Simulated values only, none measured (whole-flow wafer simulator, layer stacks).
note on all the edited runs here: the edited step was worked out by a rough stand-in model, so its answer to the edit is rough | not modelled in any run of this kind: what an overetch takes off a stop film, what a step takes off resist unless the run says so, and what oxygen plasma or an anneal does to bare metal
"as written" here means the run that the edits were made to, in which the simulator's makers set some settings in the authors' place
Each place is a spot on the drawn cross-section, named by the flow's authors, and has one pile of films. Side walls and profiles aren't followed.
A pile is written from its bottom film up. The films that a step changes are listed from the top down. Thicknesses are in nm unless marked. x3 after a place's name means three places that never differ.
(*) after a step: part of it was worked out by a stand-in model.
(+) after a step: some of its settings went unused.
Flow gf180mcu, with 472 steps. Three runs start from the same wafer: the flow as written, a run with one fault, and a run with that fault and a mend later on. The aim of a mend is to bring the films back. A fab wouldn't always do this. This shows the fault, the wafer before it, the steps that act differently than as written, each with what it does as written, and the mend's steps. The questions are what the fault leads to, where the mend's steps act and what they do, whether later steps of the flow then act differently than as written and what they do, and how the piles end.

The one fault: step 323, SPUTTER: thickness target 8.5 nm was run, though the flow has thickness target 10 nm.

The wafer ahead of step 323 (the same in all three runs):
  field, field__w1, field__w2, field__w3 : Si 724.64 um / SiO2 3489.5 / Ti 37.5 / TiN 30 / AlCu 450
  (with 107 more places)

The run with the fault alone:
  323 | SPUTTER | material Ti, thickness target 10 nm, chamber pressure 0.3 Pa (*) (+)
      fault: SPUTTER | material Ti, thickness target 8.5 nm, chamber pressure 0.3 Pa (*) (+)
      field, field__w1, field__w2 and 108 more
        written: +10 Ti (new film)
        fault: +8.5 Ti (new film)
  Later steps of the flow acting differently than as written (4 more steps, not shown, differ only slightly: by at most 2% or 0.5 nm, whichever is larger):
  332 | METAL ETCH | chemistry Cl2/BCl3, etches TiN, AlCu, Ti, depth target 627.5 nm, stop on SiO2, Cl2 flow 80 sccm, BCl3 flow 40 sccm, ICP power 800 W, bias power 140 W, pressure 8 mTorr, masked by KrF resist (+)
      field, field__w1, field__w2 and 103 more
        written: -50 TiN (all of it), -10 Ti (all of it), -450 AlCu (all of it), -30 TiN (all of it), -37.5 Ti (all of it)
        fault: -50 TiN (all of it), -8.5 Ti (all of it), -450 AlCu (all of it), -30 TiN (all of it), -37.5 Ti (all of it)
  At field__w8, contact, m1, m1__w1, m1_nw, the piles at the end differ from the flow's by more than 2% or 0.5 nm, whichever is larger.
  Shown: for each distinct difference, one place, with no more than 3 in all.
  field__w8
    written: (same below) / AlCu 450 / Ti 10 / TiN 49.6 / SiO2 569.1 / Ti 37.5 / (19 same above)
    fault: (same below) / AlCu 450 / Ti 8.5 / TiN 49.6 / SiO2 570.6 / Ti 37.5 / (19 same above)
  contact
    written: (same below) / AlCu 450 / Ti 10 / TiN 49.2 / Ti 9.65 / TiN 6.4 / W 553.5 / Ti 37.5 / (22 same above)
    fault: (same below) / AlCu 450 / Ti 8.5 / TiN 49.2 / Ti 9.64 / TiN 6.4 / W 555 / Ti 37.5 / (22 same above)

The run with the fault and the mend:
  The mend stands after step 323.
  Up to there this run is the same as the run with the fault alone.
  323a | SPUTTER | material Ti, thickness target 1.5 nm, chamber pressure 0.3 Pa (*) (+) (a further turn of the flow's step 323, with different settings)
      field, field__w1, field__w2 and 108 more
        +1.5 Ti
  None of the later steps of the flow acts differently than as written at any place that is followed.
  By the end, the piles equal the flow's at every place that both follow.
